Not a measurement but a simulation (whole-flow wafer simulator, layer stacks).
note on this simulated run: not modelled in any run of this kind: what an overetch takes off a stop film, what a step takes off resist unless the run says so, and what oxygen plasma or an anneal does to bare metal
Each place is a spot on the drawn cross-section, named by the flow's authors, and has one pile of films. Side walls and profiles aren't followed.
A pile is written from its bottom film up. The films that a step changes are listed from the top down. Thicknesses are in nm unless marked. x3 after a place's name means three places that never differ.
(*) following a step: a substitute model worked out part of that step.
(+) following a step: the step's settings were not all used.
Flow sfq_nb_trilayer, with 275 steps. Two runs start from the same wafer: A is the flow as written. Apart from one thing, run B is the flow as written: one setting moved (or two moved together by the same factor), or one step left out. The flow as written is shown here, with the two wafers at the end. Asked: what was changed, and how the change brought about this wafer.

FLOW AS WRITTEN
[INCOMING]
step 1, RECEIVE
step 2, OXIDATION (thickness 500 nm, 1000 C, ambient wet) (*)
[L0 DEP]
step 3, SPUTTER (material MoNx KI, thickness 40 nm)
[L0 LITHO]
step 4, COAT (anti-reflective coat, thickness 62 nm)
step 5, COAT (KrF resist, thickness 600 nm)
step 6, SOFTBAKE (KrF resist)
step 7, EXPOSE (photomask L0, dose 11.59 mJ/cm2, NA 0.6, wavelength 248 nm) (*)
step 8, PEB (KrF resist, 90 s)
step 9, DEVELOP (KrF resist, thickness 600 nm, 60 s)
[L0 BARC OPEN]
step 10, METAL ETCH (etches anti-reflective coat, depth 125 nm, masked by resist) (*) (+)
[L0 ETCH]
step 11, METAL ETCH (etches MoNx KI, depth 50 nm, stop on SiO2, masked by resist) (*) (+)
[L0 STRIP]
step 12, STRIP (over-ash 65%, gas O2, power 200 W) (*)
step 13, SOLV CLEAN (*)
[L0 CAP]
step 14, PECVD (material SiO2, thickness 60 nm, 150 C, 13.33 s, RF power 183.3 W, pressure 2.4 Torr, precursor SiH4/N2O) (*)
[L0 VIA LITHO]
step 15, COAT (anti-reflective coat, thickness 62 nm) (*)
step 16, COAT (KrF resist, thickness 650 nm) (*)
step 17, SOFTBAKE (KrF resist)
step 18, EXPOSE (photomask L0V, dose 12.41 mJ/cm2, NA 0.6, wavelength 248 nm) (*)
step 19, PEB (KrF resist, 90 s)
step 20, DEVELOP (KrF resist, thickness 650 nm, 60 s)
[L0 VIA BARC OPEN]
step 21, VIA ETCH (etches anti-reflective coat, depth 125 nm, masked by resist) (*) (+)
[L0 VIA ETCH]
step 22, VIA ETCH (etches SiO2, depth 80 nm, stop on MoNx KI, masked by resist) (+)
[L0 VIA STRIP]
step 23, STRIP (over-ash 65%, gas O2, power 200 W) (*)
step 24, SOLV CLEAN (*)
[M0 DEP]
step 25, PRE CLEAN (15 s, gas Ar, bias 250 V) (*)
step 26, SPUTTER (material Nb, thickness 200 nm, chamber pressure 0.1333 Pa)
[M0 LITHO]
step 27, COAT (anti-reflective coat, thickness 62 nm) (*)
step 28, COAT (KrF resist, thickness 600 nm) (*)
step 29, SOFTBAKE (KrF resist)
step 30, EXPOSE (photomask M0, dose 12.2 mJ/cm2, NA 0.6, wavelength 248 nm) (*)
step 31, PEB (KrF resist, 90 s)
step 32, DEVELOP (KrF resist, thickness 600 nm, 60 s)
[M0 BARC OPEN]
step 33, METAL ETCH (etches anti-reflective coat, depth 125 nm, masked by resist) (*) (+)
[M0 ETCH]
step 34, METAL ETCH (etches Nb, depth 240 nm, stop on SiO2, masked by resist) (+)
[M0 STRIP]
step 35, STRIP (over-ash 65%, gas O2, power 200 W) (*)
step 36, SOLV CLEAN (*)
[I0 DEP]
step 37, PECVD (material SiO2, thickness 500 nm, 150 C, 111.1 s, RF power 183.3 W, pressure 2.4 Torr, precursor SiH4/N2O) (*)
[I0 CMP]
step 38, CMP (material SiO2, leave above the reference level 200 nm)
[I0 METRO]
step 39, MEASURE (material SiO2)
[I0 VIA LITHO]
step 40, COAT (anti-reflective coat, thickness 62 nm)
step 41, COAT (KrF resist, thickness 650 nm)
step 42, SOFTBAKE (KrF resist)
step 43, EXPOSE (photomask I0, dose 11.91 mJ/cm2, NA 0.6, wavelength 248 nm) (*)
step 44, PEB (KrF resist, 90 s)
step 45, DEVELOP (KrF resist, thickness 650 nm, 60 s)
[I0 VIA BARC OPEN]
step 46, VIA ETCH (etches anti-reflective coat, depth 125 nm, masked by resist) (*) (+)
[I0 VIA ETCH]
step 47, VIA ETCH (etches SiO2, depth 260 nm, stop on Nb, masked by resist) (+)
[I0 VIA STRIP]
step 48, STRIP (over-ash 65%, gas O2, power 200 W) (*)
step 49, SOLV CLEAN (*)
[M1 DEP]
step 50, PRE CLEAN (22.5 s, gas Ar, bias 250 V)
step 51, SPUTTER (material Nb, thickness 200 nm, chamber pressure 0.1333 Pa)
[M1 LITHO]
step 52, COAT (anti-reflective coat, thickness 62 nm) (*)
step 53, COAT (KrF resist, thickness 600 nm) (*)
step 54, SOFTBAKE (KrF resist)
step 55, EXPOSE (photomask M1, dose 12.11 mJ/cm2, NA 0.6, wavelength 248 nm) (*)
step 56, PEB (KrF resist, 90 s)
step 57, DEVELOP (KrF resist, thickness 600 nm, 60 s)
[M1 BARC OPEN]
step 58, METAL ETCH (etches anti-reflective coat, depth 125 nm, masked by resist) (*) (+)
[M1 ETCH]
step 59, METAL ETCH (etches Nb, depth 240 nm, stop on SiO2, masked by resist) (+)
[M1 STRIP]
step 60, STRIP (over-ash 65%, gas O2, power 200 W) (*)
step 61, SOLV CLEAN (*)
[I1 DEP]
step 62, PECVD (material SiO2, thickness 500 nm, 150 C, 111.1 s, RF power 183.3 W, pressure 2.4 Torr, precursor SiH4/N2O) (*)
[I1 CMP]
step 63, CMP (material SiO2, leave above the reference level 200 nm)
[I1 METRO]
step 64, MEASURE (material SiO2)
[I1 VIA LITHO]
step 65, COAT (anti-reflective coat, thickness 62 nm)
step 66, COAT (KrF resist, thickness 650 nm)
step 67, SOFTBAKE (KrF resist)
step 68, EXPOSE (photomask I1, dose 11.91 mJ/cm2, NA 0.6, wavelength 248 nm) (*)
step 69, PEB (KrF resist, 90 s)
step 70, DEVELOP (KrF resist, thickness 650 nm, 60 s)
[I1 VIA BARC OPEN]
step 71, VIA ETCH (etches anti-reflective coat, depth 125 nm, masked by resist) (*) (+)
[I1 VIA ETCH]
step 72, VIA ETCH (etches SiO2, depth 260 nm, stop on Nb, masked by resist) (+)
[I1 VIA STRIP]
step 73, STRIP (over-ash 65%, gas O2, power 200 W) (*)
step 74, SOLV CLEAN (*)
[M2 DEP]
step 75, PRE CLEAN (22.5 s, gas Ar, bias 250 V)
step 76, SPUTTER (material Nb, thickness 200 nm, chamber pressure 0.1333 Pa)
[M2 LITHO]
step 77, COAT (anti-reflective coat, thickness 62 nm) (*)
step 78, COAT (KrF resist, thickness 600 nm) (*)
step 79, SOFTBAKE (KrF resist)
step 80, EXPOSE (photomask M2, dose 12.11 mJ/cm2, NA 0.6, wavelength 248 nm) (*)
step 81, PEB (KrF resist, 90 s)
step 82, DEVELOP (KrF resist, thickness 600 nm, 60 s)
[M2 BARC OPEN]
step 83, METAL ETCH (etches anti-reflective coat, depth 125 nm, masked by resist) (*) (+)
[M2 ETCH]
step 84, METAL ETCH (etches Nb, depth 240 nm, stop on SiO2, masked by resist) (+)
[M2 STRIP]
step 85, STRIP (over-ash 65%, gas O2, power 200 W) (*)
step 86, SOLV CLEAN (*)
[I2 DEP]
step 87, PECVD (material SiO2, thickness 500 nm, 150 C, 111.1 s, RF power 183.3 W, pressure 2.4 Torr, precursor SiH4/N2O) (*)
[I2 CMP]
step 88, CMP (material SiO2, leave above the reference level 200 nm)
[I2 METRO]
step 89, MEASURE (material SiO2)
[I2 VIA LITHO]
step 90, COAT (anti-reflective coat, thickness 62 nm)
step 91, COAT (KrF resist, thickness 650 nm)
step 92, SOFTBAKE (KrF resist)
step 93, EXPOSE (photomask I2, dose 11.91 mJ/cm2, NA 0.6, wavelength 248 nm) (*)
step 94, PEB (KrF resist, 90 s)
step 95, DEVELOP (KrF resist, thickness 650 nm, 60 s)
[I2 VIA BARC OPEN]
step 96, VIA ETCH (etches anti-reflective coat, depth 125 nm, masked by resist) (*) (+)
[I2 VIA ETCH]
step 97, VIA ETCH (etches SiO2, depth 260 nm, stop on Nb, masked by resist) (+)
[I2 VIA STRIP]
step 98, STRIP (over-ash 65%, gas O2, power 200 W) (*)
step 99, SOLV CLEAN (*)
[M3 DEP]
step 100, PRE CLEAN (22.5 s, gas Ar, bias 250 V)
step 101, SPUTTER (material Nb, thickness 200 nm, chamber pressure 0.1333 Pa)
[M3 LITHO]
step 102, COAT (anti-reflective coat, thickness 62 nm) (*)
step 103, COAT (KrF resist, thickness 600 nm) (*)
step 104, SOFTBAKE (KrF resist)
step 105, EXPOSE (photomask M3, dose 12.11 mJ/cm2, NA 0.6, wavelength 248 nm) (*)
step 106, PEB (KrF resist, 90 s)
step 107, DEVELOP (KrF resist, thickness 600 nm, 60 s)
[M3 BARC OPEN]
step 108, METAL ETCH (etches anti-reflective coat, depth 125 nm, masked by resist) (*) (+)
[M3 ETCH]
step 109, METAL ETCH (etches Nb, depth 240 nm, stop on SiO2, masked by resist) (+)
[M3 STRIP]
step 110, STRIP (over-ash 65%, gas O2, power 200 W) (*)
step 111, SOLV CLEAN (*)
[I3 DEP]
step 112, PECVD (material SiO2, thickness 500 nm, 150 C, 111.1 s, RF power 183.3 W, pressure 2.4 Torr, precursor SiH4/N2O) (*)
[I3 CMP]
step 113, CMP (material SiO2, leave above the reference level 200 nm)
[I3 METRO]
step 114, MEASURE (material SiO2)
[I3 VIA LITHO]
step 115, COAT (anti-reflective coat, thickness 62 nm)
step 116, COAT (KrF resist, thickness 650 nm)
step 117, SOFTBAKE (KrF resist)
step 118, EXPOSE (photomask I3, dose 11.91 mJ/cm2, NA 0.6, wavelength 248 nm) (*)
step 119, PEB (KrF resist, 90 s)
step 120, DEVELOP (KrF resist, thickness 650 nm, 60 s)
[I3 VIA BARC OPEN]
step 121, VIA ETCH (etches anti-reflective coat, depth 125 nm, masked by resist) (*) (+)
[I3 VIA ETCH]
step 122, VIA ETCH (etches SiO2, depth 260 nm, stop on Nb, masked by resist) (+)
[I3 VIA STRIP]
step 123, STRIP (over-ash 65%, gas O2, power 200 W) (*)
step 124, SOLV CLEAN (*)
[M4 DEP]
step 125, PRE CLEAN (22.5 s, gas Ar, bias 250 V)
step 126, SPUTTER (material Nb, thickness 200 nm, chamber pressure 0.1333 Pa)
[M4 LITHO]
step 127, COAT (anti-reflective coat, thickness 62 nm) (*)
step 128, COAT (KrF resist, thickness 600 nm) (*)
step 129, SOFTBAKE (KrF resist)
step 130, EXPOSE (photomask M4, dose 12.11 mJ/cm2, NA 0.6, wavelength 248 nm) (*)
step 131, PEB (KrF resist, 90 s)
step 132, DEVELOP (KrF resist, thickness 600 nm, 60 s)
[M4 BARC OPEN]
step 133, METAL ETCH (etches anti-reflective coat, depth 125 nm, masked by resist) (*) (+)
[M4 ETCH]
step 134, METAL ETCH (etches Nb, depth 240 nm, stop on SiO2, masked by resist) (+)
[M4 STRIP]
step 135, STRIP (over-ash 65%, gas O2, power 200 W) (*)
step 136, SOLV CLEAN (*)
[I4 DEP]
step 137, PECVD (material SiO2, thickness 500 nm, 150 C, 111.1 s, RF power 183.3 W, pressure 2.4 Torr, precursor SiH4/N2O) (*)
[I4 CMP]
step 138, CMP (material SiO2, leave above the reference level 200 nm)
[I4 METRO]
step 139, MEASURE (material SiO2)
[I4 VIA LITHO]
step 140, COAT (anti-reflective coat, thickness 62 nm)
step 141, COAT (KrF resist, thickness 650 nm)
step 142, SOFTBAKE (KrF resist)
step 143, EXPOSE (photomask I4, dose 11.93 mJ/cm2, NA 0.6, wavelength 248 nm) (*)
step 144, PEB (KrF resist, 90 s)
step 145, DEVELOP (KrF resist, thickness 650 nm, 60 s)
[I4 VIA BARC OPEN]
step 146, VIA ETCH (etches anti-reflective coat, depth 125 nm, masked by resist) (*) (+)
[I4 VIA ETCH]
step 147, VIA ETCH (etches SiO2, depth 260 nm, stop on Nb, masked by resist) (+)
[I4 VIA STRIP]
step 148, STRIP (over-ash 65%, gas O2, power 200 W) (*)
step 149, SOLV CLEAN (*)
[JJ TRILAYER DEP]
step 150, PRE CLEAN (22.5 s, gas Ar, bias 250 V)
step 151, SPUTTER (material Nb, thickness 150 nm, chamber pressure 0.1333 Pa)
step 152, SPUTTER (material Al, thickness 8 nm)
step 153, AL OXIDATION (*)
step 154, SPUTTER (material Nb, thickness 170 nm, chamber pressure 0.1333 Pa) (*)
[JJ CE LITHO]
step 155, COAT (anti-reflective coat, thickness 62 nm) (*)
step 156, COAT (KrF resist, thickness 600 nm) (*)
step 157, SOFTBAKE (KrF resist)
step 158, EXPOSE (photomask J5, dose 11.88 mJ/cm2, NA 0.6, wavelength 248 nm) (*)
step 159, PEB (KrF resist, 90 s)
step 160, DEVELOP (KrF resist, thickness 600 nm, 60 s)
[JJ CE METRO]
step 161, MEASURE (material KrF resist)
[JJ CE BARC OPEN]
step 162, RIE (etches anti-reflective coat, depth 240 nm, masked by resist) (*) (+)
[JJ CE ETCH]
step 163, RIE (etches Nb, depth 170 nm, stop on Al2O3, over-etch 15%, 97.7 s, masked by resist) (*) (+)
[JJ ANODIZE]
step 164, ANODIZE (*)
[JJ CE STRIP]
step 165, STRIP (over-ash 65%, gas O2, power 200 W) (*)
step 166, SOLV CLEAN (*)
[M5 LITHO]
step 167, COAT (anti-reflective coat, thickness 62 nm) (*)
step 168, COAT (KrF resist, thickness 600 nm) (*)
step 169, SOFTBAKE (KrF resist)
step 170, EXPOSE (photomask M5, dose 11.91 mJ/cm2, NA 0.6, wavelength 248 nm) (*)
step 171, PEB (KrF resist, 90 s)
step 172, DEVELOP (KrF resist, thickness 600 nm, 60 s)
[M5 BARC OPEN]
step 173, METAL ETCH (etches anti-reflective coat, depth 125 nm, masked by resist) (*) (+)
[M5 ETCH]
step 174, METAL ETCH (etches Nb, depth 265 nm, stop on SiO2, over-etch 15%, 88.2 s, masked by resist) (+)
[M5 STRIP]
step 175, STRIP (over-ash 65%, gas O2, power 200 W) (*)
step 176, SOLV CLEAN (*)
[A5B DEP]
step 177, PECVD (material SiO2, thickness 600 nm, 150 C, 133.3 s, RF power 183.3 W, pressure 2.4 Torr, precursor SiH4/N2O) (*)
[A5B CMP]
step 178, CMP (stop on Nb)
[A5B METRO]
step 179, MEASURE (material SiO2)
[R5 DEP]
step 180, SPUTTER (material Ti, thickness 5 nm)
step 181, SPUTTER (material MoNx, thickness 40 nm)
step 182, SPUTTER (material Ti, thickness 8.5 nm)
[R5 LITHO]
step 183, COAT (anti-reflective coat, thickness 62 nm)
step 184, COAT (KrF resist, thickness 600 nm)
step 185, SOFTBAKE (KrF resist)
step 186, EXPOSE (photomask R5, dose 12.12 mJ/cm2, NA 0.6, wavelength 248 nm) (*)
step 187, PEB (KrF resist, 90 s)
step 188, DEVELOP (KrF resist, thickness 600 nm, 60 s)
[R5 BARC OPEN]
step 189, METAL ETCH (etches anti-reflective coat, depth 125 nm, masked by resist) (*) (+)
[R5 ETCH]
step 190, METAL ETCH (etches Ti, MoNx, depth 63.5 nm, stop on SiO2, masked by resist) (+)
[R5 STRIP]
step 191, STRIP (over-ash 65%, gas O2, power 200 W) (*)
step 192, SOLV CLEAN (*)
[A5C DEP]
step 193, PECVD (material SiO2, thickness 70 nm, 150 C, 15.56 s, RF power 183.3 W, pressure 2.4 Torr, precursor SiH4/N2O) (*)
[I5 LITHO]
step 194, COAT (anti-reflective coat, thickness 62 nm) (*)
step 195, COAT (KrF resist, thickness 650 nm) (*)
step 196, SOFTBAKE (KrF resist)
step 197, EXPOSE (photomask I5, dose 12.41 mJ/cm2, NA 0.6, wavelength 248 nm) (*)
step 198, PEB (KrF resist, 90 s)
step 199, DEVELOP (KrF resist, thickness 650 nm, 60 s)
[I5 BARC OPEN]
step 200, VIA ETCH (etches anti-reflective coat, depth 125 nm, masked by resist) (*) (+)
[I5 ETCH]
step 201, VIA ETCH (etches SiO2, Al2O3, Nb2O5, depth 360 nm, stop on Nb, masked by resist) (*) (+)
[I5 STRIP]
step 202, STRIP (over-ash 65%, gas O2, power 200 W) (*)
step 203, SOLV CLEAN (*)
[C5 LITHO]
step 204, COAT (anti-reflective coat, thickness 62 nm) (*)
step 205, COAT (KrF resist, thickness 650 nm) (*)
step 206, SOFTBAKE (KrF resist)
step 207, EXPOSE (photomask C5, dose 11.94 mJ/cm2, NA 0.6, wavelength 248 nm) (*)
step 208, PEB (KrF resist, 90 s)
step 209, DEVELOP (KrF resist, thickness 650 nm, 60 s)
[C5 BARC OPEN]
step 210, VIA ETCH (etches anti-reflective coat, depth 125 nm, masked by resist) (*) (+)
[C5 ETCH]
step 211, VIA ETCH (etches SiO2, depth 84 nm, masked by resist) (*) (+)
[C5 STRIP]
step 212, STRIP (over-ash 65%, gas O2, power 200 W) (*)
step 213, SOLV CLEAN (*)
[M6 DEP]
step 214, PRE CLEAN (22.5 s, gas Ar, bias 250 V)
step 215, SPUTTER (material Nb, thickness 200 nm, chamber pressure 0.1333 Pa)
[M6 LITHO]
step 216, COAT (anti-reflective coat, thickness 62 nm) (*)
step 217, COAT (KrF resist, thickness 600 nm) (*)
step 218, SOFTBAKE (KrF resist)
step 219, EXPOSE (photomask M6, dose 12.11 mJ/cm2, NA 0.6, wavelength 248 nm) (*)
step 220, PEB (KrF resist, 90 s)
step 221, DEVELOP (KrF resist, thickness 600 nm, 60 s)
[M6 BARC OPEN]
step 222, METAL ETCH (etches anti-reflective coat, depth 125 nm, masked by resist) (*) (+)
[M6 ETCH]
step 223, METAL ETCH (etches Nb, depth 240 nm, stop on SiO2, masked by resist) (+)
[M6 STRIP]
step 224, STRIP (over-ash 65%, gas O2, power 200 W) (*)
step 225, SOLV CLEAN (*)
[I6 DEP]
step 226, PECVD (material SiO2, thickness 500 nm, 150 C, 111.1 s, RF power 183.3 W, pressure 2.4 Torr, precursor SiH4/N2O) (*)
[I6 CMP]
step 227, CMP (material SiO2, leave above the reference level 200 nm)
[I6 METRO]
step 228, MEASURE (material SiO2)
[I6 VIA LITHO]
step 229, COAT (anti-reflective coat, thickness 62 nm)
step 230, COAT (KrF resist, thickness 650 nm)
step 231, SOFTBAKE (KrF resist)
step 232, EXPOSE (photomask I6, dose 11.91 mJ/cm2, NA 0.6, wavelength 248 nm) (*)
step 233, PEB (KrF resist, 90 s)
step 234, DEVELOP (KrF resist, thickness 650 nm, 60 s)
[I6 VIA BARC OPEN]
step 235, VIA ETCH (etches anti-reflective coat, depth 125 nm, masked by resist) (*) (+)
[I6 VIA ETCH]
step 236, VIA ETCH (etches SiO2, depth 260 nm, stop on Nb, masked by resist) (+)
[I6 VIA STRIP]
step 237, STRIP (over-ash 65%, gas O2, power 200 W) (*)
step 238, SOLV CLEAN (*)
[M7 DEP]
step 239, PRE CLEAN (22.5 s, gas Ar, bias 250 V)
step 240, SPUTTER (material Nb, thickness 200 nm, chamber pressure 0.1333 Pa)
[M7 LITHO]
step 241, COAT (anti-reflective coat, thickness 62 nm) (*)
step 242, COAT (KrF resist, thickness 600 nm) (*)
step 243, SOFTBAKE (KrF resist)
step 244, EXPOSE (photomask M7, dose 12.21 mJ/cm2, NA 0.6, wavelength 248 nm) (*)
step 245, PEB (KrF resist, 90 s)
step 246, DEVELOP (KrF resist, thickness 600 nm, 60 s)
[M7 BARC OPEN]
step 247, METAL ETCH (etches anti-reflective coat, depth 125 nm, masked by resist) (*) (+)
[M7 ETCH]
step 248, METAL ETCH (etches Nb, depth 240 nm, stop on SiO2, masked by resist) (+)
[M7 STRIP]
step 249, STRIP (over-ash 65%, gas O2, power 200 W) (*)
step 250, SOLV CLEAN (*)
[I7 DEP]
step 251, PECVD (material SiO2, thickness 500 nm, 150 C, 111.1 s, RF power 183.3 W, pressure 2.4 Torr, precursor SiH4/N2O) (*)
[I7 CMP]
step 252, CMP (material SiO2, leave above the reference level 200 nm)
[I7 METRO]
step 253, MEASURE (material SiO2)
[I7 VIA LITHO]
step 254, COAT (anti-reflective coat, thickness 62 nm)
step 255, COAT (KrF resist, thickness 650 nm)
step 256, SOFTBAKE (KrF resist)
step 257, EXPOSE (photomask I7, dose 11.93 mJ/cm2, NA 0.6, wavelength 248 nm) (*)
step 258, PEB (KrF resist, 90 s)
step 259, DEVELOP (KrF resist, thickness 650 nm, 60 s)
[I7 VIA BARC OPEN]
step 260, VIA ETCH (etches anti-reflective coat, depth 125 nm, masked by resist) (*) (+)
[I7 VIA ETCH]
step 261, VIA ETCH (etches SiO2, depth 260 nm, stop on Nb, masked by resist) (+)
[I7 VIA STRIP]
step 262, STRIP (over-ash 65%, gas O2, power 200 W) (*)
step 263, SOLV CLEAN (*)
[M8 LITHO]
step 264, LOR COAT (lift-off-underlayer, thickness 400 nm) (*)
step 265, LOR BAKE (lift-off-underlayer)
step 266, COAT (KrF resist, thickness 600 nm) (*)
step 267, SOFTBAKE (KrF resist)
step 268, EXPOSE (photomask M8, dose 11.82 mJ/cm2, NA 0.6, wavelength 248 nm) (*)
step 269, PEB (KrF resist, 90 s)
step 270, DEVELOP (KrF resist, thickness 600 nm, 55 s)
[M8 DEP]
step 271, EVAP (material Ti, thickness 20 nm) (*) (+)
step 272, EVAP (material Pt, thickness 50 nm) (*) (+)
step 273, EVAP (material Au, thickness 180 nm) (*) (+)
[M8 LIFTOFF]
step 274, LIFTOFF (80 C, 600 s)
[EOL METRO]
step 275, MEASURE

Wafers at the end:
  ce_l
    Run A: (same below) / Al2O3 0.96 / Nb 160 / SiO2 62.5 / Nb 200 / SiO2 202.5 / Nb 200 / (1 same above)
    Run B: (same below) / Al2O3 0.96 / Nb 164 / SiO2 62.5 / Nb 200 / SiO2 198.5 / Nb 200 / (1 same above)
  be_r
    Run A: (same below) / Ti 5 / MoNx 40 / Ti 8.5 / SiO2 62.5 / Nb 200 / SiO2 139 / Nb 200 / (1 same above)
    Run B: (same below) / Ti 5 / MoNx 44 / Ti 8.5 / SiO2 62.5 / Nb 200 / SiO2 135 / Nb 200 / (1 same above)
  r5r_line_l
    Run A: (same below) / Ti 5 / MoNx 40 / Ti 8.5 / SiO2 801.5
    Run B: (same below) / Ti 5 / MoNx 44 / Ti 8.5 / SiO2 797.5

Cause: step 181, SPUTTER: thickness 44 nm was run, while the flow as written has thickness 40 nm.
The wafer itself shows it: be_r has MoNx 44, and step 181 as written asks for 40 nm.

Step by step, how the change led to this:
  step 181, SPUTTER (material MoNx, thickness 40 nm)
      field_l, v_sur, via_wl and 103 more: A +40 MoNx (new film) | B +44 MoNx (new film)
  step 190, METAL ETCH (etches Ti, MoNx, depth 63.5 nm, stop on SiO2, masked by resist) (+)
      field_l, v_sur, via_wl and 92 more: A -8.5 Ti (all of it), -40 MoNx (all of it), -5 Ti (all of it) | B -8.5 Ti (all of it), -44 MoNx (all of it), -5 Ti (all of it)
      ce_l, c5j, ce_r, wl_jj: A -8.5 Ti (all of it), -40 MoNx (all of it), -5 Ti (all of it), -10 Nb | B -8.5 Ti (all of it), -44 MoNx (all of it), -5 Ti (all of it), -6 Nb
  step 194, COAT (anti-reflective coat, thickness 62 nm) (*)
      ce_l: A +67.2 anti-reflective coat (new film) | B +65.4 anti-reflective coat (new film)
      ce_r: A +68.1 anti-reflective coat (new film) | B +66.1 anti-reflective coat (new film)
      (as well as at 1 more place)
  step 202, STRIP (over-ash 65%, gas O2, power 200 W) (*)
      ce_l: A -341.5 KrF resist (all of it), -67.2 anti-reflective coat (all of it) | B -340.4 KrF resist (all of it), -65.4 anti-reflective coat (all of it)
      ce_r: A -346.1 KrF resist (all of it), -68.1 anti-reflective coat (all of it) | B -345.6 KrF resist (all of it), -66.1 anti-reflective coat (all of it)
      (as well as at 1 more place)
  step 204, COAT (anti-reflective coat, thickness 62 nm) (*)
      ce_l: A +66 anti-reflective coat (new film) | B +64.2 anti-reflective coat (new film)
      ce_r: A +67.2 anti-reflective coat (new film) | B +65.2 anti-reflective coat (new film)
      (as well as at 1 more place)
  step 212, STRIP (over-ash 65%, gas O2, power 200 W) (*)
      ce_l: A -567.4 KrF resist (all of it), -66 anti-reflective coat (all of it) | B -566.6 KrF resist (all of it), -64.2 anti-reflective coat (all of it)
      ce_r: A -573.7 KrF resist (all of it), -67.2 anti-reflective coat (all of it) | B -573.6 KrF resist (all of it), -65.2 anti-reflective coat (all of it)
      (as well as at 1 more place)
  step 216, COAT (anti-reflective coat, thickness 62 nm) (*)
      r5r_spacepad_l, r5r_spacepad_r: A +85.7 anti-reflective coat (new film) | B +87.7 anti-reflective coat (new film)
      ce_l: A +48 anti-reflective coat (new film) | B +46.8 anti-reflective coat (new film)
      (as well as at 2 more places)
  step 222, METAL ETCH (etches anti-reflective coat, depth 125 nm, masked by resist) (*) (+)
      r5r_spacepad_l, r5r_spacepad_r: A -85.7 anti-reflective coat (all of it) | B -87.7 anti-reflective coat (all of it)
  step 224, STRIP (over-ash 65%, gas O2, power 200 W) (*)
      ce_l: A -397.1 KrF resist (all of it), -48 anti-reflective coat (all of it) | B -395.6 KrF resist (all of it), -46.8 anti-reflective coat (all of it)
      ce_r: A -403.5 KrF resist (all of it), -48.8 anti-reflective coat (all of it) | B -402.5 KrF resist (all of it), -47.5 anti-reflective coat (all of it)
      (as well as at 1 more place)
  step 227, CMP (material SiO2, leave above the reference level 200 nm)
      r5r_line_l, r5r_spacepad_l, r5r_spacepad_r, r5r_line_c, r5r_line_r: A -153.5 SiO2 | B -157.5 SiO2
